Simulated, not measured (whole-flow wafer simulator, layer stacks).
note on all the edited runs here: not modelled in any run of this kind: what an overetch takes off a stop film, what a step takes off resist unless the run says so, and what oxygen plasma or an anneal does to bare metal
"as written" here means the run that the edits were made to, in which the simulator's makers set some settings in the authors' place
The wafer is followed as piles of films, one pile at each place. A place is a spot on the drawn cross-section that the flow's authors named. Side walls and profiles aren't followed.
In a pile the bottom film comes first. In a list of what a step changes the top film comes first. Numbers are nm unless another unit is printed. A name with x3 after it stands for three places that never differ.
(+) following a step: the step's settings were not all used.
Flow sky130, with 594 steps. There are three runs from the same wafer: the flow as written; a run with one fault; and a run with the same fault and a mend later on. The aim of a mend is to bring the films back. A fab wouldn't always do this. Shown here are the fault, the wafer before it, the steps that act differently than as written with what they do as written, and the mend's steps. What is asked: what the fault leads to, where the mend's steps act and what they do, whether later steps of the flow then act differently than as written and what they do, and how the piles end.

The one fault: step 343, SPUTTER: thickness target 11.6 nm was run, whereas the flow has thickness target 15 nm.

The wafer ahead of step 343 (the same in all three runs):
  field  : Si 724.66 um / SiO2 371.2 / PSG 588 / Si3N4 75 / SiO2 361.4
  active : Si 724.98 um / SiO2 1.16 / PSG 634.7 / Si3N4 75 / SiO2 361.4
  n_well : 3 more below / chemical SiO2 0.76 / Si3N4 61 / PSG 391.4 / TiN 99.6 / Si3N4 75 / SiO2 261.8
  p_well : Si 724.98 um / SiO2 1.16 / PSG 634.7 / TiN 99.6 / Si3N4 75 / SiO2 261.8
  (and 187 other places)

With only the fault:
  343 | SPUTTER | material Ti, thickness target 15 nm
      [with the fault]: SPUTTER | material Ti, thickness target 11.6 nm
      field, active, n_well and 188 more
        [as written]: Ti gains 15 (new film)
        [with the fault]: Ti gains 11.6 (new film)
  Steps further on in the flow that do not act as written (11 more steps, not shown, differ only slightly: by at most 2% or 0.5 nm, whichever is larger):
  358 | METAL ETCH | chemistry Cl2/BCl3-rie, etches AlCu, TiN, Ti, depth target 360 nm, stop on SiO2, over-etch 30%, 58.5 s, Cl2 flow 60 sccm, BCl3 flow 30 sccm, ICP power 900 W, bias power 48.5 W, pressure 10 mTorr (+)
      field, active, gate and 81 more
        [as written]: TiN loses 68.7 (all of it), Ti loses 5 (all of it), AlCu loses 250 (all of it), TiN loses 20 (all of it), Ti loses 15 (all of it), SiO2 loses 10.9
        [with the fault]: TiN loses 68.7 (all of it), Ti loses 5 (all of it), AlCu loses 250 (all of it), TiN loses 20 (all of it), Ti loses 11.6 (all of it), SiO2 loses 11.3
  The piles end different from the flow's at n_well, p_well, gate_hv and 104 more by more than 2% or 0.5 nm, whichever is larger.
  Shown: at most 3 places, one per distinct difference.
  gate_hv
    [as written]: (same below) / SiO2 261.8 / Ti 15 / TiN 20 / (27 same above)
    [with the fault]: (same below) / SiO2 261.8 / Ti 11.6 / TiN 20 / (27 same above)
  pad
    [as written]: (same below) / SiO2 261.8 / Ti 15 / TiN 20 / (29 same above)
    [with the fault]: (same below) / SiO2 261.8 / Ti 11.6 / TiN 20 / (29 same above)
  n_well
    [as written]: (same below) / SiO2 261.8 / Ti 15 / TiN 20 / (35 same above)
    [with the fault]: (same below) / SiO2 261.8 / Ti 11.6 / TiN 20 / (35 same above)

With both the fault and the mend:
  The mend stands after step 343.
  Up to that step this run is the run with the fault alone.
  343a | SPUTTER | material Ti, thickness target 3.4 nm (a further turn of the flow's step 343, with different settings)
      field, active, n_well and 188 more
        Ti gains 3.4
  Later steps of the flow that are run all act as written at every place that is followed.
  The piles end the same as the flow's at every place that both follow.
